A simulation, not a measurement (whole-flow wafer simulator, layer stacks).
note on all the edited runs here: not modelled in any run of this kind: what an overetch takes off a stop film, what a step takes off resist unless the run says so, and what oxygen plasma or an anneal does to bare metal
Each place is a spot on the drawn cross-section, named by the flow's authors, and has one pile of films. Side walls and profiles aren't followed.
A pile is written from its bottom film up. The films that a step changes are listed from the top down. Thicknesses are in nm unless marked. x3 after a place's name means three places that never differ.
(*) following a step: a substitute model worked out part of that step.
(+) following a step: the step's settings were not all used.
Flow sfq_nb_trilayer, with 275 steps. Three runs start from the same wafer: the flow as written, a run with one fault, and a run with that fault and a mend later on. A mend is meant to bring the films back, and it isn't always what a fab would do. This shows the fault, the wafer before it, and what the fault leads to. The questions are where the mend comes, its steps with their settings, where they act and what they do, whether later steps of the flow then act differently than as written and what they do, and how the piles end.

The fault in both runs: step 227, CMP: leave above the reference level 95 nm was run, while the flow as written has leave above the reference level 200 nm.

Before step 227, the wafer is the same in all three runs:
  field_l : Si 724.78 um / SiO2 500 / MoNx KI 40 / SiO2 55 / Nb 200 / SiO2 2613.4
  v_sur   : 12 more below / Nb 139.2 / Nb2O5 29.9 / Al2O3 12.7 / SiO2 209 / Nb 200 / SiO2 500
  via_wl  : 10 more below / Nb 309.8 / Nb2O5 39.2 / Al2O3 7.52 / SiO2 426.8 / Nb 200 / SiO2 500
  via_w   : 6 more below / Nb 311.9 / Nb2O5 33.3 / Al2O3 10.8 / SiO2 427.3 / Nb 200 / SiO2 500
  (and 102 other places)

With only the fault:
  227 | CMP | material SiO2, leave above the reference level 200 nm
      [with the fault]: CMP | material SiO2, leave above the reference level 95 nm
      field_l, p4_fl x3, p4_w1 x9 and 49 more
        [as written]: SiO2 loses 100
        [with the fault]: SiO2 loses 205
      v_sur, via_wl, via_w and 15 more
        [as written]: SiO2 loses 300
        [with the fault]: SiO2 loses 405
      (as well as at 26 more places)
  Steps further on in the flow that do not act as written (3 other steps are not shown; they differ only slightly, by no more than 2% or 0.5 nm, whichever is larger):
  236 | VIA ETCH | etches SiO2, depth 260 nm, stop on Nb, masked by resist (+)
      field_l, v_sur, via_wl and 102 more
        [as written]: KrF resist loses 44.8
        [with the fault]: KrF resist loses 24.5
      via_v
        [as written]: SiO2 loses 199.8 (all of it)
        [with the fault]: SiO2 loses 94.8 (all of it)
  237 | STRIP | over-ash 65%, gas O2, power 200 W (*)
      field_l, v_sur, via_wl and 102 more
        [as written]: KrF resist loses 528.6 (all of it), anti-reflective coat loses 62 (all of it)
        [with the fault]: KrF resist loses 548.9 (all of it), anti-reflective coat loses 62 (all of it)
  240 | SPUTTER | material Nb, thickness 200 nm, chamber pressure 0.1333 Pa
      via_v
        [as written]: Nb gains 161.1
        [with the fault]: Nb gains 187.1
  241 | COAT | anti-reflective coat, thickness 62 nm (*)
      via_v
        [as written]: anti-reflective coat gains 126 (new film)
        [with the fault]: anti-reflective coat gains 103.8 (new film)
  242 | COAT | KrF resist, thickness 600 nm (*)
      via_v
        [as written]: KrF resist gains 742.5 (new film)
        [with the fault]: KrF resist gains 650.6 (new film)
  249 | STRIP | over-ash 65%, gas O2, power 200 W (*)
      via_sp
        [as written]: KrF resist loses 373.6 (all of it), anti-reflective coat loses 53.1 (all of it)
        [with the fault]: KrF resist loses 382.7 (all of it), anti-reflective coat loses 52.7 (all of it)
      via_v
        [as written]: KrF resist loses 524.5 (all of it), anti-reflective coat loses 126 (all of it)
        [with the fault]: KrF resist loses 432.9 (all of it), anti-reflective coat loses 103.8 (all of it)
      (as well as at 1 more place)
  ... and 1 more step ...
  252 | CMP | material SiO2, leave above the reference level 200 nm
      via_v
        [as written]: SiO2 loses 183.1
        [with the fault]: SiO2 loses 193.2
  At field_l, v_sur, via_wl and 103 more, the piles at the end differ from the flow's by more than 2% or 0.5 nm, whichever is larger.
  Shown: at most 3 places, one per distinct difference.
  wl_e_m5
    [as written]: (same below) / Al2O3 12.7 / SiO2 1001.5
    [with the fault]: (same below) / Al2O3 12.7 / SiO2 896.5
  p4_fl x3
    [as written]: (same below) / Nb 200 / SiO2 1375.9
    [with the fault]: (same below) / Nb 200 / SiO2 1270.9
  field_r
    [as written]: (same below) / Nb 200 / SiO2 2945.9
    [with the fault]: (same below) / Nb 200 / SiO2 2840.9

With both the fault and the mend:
  The mend follows step 228.
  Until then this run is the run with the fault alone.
  228a | PECVD | material SiO2, thickness 105 nm, 150 C, 23.33 s, RF power 183.3 W, pressure 2.4 Torr, precursor SiH4/N2O (a further turn of the flow's step 226, with different settings)
      field_l, v_sur, via_wl and 103 more
        SiO2 gains 105
  None of the later steps of the flow differs from how it acts as written, at any place that is followed, by more than 2% or 0.5 nm, whichever is larger.
  By the end, the piles equal the flow's at every place that both follow.
